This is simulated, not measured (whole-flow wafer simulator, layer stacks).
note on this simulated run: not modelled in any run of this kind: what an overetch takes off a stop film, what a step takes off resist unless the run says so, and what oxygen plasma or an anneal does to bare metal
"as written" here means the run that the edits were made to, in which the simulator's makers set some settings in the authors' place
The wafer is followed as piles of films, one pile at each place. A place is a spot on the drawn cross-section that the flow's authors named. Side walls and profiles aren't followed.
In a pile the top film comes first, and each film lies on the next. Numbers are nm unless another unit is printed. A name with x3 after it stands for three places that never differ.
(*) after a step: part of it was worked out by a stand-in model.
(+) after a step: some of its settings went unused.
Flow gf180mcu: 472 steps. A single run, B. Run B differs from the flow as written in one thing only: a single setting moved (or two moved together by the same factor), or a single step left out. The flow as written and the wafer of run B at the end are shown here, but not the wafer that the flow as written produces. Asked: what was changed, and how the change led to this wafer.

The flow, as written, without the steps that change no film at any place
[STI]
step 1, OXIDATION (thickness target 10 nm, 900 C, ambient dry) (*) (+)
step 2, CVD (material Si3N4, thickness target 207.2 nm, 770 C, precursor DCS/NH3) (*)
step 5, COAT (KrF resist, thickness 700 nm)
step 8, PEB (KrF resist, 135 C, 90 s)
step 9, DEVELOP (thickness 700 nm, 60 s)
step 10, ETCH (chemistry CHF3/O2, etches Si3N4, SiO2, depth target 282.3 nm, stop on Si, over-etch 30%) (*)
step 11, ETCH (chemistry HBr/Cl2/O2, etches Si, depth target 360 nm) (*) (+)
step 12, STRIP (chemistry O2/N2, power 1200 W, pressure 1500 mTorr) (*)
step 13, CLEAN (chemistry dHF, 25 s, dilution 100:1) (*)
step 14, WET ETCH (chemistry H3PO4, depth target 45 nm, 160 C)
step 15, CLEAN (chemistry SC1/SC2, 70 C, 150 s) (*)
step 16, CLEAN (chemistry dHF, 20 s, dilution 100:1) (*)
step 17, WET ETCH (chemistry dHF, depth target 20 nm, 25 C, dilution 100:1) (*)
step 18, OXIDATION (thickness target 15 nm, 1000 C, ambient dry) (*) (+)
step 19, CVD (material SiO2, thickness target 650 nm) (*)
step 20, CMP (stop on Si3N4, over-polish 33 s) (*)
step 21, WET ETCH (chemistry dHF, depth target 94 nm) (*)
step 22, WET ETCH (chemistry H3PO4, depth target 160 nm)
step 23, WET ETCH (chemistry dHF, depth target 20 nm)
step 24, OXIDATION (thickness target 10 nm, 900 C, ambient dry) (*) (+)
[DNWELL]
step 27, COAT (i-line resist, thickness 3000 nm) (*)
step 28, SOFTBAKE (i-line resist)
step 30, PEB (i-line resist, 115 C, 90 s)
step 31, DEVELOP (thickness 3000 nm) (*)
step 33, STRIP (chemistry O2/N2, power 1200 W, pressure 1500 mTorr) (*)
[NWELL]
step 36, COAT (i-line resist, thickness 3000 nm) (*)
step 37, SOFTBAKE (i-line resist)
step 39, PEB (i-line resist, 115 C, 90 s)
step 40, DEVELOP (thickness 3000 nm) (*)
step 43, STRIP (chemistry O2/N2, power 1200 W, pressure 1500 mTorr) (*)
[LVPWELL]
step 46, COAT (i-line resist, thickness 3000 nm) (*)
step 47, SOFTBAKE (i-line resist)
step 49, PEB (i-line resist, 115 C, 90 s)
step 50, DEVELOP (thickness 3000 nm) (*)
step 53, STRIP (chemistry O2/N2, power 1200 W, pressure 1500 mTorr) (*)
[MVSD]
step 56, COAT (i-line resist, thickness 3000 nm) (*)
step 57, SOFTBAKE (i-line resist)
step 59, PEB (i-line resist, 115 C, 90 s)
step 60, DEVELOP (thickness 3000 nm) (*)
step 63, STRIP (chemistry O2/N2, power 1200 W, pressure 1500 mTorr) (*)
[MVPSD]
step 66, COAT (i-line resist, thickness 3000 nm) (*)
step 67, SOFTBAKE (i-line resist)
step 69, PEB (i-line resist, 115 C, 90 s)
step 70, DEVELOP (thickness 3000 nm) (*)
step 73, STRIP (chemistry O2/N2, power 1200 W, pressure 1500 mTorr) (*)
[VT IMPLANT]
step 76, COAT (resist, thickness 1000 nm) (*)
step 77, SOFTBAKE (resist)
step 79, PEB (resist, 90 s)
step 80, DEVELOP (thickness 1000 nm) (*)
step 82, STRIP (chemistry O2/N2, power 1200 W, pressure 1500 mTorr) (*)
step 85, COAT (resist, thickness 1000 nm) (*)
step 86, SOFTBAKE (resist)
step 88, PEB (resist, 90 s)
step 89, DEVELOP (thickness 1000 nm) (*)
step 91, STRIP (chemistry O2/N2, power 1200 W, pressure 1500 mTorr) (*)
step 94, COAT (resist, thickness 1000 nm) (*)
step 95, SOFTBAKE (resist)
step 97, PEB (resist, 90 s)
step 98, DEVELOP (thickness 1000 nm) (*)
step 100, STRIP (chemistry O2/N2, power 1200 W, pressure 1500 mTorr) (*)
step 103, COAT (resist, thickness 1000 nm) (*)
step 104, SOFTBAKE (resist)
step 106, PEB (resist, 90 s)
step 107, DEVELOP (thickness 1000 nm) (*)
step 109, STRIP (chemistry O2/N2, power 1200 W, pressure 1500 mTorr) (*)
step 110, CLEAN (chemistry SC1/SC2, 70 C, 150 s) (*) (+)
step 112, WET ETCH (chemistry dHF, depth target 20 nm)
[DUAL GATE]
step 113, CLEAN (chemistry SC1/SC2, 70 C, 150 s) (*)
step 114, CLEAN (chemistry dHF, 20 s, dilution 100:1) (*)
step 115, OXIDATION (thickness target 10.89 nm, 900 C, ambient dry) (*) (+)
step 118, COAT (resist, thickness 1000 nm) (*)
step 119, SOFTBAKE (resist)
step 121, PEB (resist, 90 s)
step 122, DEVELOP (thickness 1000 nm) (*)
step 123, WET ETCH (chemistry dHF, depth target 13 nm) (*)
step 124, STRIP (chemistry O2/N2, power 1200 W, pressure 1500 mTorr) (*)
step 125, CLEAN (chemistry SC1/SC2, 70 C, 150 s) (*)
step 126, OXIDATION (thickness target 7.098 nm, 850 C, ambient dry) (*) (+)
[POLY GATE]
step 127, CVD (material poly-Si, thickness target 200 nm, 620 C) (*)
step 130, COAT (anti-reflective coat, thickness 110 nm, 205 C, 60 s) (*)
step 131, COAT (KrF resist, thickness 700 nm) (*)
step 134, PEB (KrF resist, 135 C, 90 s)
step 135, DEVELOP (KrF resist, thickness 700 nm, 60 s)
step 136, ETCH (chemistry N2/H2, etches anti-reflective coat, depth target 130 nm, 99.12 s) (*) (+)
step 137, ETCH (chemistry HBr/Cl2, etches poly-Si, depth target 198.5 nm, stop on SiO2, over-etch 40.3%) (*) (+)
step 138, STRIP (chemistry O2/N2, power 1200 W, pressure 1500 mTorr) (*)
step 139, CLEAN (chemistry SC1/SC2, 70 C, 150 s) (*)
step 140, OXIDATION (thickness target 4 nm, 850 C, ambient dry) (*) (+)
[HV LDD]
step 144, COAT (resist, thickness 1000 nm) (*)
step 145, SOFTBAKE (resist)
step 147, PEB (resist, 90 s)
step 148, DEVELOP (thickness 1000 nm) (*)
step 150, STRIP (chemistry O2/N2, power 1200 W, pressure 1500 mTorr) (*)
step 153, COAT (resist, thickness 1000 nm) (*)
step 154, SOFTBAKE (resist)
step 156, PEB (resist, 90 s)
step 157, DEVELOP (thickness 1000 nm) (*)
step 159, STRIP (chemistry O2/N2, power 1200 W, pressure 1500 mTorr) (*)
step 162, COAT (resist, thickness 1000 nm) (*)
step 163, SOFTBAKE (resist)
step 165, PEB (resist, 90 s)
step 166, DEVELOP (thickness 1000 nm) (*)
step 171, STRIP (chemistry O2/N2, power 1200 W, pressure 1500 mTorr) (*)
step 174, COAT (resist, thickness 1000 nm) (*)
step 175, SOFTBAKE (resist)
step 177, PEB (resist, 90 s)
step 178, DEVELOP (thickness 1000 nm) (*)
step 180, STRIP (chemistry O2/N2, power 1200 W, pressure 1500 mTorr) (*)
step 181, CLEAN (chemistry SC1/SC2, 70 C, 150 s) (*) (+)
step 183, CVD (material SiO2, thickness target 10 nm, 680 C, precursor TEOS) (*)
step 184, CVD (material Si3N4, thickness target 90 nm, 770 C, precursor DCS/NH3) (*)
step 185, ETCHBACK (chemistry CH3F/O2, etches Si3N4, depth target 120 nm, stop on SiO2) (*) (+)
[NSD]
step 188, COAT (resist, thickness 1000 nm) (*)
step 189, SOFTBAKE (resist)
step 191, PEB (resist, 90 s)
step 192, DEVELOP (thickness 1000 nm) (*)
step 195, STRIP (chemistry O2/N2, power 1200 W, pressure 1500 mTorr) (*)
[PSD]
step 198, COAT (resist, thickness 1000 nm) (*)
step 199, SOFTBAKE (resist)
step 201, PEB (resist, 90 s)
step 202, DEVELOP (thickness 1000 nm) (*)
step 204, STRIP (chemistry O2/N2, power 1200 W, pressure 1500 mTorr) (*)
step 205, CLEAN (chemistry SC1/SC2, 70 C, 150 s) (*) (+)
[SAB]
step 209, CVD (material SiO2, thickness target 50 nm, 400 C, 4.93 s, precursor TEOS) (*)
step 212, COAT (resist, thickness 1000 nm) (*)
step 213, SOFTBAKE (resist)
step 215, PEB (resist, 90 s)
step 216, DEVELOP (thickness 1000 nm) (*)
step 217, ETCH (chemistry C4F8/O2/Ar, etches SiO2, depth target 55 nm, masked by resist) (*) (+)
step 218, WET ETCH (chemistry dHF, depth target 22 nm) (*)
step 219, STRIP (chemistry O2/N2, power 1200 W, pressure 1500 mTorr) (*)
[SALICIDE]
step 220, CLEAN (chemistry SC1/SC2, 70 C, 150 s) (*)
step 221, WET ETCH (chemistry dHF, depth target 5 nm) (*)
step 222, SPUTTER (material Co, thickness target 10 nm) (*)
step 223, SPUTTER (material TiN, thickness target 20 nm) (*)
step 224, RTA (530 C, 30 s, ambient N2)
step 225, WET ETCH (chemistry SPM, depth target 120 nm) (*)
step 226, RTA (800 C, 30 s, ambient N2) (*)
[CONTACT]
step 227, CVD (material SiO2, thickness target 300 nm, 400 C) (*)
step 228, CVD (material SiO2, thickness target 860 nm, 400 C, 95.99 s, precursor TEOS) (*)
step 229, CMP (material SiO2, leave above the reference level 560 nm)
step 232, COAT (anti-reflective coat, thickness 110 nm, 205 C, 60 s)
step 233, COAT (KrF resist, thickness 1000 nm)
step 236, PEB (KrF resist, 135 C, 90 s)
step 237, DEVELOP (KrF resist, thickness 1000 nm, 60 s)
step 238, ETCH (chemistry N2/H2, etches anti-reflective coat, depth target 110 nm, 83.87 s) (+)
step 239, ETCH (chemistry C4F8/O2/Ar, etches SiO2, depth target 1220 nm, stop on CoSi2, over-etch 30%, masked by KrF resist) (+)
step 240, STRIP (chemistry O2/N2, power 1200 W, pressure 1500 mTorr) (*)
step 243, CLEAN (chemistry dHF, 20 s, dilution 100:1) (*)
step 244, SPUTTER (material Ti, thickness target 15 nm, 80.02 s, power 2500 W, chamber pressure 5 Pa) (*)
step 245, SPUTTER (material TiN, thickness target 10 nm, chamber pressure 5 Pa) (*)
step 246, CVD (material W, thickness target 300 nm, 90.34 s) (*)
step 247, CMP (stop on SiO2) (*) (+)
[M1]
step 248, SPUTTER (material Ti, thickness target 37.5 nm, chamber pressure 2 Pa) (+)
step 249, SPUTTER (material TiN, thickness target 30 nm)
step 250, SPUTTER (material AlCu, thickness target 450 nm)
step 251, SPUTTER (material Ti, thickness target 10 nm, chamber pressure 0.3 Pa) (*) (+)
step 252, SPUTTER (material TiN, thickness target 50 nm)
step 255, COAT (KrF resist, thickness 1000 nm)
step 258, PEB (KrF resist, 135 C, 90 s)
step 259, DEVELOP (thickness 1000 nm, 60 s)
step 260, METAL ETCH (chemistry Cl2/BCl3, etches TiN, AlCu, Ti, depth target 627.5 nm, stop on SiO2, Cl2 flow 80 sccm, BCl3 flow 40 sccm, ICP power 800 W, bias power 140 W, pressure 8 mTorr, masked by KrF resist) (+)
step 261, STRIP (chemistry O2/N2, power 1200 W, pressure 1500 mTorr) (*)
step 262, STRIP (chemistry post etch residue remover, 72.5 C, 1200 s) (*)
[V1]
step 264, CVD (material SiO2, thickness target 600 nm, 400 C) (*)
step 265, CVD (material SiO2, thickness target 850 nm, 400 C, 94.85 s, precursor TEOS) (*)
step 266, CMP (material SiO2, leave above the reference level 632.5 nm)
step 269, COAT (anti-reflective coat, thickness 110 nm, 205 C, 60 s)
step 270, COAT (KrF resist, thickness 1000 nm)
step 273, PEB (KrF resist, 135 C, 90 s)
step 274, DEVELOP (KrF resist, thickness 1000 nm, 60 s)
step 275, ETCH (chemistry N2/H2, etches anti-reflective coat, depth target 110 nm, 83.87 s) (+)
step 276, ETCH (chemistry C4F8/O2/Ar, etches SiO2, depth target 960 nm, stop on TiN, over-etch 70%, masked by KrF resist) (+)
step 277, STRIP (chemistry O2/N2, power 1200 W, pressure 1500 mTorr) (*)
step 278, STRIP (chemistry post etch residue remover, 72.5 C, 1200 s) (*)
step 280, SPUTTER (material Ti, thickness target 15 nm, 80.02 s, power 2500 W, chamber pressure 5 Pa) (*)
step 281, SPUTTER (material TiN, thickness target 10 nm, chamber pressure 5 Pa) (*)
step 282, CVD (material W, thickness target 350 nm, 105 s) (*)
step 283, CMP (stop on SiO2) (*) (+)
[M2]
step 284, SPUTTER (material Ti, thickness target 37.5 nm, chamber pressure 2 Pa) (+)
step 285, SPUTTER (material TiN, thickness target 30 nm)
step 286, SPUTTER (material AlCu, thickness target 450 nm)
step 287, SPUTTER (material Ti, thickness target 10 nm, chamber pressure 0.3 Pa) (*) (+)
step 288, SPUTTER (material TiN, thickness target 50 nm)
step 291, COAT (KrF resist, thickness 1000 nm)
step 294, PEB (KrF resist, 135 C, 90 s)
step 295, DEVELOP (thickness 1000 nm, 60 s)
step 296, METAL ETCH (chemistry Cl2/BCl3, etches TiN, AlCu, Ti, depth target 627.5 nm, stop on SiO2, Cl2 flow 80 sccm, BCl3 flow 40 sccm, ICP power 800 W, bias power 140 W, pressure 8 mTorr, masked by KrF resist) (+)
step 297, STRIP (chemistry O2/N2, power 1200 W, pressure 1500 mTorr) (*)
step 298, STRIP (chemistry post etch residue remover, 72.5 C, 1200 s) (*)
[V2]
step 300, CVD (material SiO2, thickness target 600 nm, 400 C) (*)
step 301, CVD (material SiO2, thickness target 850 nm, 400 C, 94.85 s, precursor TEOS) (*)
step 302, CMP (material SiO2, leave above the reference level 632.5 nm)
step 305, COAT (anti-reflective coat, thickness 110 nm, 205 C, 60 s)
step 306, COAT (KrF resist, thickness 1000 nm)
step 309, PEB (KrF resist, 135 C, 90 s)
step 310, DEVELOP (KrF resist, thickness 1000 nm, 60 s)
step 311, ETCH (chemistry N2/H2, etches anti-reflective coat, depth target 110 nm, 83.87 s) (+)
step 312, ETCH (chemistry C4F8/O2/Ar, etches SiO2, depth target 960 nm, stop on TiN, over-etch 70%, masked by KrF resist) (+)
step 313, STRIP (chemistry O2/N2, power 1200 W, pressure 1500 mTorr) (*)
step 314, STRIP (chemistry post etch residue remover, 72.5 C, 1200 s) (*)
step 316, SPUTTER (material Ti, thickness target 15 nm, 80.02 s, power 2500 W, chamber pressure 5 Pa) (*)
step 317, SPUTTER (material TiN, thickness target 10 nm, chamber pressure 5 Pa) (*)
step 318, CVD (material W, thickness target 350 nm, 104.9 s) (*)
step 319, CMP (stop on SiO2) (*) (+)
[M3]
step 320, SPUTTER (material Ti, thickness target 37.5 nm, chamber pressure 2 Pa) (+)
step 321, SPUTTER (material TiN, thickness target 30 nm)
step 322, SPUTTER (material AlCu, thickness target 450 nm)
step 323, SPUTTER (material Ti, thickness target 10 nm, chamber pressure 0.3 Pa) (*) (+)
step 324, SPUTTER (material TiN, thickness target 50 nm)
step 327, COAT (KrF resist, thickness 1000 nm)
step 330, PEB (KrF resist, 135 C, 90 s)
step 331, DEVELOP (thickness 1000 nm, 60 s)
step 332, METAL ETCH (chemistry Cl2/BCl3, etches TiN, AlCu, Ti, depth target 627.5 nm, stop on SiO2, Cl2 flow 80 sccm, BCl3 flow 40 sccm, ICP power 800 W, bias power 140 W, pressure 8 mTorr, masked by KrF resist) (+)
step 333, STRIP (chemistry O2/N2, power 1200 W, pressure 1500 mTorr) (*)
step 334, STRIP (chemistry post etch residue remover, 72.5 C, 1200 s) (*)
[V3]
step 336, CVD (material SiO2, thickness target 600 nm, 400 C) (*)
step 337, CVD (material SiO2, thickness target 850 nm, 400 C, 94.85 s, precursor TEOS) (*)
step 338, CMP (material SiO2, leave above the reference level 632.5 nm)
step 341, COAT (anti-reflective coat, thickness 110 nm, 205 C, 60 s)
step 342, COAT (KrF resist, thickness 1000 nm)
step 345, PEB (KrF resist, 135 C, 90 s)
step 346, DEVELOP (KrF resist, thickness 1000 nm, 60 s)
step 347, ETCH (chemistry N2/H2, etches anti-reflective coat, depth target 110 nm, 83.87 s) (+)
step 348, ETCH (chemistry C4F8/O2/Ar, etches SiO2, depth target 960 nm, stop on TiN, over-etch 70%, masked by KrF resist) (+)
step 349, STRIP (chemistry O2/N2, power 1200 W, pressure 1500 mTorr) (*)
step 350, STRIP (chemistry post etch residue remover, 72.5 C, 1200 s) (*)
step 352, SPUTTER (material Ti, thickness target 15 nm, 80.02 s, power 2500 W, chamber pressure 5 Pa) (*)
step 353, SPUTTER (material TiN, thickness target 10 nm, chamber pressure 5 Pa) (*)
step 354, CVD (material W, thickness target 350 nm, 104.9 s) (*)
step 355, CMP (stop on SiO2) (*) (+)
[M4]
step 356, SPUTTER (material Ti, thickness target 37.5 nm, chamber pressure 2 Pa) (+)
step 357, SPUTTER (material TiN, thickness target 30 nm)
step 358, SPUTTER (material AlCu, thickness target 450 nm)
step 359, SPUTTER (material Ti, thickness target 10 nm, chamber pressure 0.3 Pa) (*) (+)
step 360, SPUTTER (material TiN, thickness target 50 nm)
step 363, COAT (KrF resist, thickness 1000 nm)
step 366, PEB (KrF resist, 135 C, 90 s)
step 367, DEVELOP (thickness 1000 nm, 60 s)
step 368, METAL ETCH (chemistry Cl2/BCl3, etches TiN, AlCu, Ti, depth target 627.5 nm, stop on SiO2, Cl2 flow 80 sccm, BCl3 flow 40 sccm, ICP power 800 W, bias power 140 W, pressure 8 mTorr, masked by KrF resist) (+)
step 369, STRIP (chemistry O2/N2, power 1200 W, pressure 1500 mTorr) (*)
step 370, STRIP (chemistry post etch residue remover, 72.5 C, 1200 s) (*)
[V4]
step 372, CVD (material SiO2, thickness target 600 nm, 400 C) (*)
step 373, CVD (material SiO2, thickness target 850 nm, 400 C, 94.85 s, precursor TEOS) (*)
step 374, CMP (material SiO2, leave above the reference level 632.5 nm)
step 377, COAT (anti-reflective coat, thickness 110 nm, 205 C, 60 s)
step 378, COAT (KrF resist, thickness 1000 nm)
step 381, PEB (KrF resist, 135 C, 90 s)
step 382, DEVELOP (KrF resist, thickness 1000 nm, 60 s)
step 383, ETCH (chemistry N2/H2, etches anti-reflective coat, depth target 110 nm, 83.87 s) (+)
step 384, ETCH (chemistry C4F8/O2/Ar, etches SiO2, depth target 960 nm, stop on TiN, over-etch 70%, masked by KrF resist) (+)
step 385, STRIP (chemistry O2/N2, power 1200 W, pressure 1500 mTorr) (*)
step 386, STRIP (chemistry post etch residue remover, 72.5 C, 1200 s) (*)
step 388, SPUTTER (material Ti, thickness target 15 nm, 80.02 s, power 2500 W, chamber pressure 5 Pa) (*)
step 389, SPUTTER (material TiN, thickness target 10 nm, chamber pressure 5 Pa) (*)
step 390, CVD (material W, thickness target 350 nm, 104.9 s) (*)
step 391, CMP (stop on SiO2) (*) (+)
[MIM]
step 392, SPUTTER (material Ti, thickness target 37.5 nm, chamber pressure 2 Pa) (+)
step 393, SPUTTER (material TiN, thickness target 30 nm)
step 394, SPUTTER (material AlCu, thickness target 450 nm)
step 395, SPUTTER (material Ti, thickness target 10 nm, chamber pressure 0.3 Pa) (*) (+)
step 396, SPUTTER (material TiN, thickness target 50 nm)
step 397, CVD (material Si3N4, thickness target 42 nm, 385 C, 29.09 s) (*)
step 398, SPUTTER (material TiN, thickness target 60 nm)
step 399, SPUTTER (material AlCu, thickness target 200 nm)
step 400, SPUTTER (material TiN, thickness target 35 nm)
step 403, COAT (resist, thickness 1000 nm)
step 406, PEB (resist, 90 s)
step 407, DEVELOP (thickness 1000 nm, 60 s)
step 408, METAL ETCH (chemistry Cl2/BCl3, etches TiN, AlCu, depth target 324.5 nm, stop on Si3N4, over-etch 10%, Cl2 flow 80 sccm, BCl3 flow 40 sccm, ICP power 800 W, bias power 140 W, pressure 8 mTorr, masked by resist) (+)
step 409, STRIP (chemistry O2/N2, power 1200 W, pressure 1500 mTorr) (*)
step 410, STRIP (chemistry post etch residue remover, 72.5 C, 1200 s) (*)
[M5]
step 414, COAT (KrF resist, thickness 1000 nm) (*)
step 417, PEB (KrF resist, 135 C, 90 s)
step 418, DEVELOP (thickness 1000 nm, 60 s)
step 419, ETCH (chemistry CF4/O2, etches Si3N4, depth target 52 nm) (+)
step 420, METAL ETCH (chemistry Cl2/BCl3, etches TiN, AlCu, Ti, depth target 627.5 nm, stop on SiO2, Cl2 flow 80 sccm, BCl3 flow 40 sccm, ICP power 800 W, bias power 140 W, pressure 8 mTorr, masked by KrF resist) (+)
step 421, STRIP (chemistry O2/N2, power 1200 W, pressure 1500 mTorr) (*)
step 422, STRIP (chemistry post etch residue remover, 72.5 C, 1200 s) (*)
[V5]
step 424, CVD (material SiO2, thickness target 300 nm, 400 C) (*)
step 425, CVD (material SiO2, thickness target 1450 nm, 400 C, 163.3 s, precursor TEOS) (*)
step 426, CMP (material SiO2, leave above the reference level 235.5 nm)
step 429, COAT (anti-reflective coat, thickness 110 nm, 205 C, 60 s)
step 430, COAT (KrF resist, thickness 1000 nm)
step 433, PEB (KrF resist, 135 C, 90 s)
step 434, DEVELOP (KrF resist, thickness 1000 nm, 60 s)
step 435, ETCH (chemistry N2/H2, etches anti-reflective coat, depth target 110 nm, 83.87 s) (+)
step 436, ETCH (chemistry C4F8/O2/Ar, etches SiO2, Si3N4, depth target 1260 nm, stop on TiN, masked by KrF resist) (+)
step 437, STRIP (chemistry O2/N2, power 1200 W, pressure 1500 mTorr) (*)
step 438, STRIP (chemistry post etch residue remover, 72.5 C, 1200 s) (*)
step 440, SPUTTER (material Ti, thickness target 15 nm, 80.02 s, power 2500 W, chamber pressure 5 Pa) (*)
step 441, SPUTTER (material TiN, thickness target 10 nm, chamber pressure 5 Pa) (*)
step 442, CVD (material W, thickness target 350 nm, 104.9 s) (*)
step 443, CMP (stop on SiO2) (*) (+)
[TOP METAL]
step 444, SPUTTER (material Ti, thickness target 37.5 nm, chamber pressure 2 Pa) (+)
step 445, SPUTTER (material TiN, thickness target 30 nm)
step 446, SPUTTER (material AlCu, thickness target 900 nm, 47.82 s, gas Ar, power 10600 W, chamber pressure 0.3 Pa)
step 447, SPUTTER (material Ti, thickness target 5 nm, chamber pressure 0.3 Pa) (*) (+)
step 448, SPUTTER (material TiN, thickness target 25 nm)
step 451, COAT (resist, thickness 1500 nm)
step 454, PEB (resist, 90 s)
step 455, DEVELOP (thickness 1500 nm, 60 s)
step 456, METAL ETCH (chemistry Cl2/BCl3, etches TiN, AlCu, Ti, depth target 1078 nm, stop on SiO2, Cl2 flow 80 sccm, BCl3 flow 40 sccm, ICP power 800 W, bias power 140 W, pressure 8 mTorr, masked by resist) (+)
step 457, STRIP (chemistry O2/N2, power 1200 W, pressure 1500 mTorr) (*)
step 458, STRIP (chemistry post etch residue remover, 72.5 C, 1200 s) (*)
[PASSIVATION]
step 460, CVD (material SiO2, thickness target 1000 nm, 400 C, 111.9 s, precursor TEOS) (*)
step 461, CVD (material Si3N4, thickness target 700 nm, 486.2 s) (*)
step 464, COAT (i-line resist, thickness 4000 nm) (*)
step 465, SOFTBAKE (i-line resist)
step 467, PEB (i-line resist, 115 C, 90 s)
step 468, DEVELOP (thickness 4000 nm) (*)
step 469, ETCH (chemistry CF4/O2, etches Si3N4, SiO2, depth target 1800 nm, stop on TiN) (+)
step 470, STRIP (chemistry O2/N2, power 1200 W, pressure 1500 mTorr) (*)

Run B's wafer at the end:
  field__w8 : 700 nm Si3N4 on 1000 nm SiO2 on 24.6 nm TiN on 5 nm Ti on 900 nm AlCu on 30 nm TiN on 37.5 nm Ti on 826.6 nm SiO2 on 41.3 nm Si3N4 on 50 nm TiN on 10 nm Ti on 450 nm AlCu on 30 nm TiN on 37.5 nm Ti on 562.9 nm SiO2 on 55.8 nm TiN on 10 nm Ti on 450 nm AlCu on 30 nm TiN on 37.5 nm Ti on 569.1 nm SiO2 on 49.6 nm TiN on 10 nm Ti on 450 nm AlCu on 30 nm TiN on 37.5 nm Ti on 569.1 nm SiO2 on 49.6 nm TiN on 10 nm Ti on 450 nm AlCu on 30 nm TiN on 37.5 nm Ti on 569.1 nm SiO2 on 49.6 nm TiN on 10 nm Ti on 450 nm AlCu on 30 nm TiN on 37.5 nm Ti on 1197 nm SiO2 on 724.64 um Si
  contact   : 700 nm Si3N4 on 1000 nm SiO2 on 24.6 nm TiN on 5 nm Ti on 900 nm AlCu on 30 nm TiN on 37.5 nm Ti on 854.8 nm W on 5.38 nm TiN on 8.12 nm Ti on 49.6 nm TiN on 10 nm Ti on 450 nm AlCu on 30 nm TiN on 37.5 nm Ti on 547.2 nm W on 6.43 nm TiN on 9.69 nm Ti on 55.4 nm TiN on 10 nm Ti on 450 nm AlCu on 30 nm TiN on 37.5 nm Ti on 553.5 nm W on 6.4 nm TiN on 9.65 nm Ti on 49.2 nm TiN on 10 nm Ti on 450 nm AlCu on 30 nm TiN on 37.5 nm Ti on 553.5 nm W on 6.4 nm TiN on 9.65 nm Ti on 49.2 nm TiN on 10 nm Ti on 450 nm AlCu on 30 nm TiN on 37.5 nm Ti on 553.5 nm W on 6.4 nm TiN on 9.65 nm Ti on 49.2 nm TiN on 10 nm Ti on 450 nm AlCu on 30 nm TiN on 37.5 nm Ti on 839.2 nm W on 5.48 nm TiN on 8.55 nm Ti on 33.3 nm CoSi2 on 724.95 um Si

Cause: step 360, SPUTTER: thickness target 56.25 nm was run, whereas the flow has thickness target 50 nm.

How this came from the change, step by step:
  step 360, SPUTTER (material TiN, thickness target 50 nm)
      field, field__w1, field__w2 and 108 more: +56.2 TiN (new film) (it would be, as written: +50 TiN (new film))
  step 368, METAL ETCH (chemistry Cl2/BCl3, etches TiN, AlCu, Ti, depth target 627.5 nm, stop on SiO2, Cl2 flow 80 sccm, BCl3 flow 40 sccm, ICP power 800 W, bias power 140 W, pressure 8 mTorr, masked by KrF resist) (+)
      field, field__w1, field__w2 and 103 more: -56.2 TiN (all of it), -10 Ti (all of it), -450 AlCu (all of it), -30 TiN (all of it), -37.5 Ti (all of it) (it would be, as written: -50 TiN (all of it), -10 Ti (all of it), -450 AlCu (all of it), -30 TiN (all of it), -37.5 Ti (all of it))
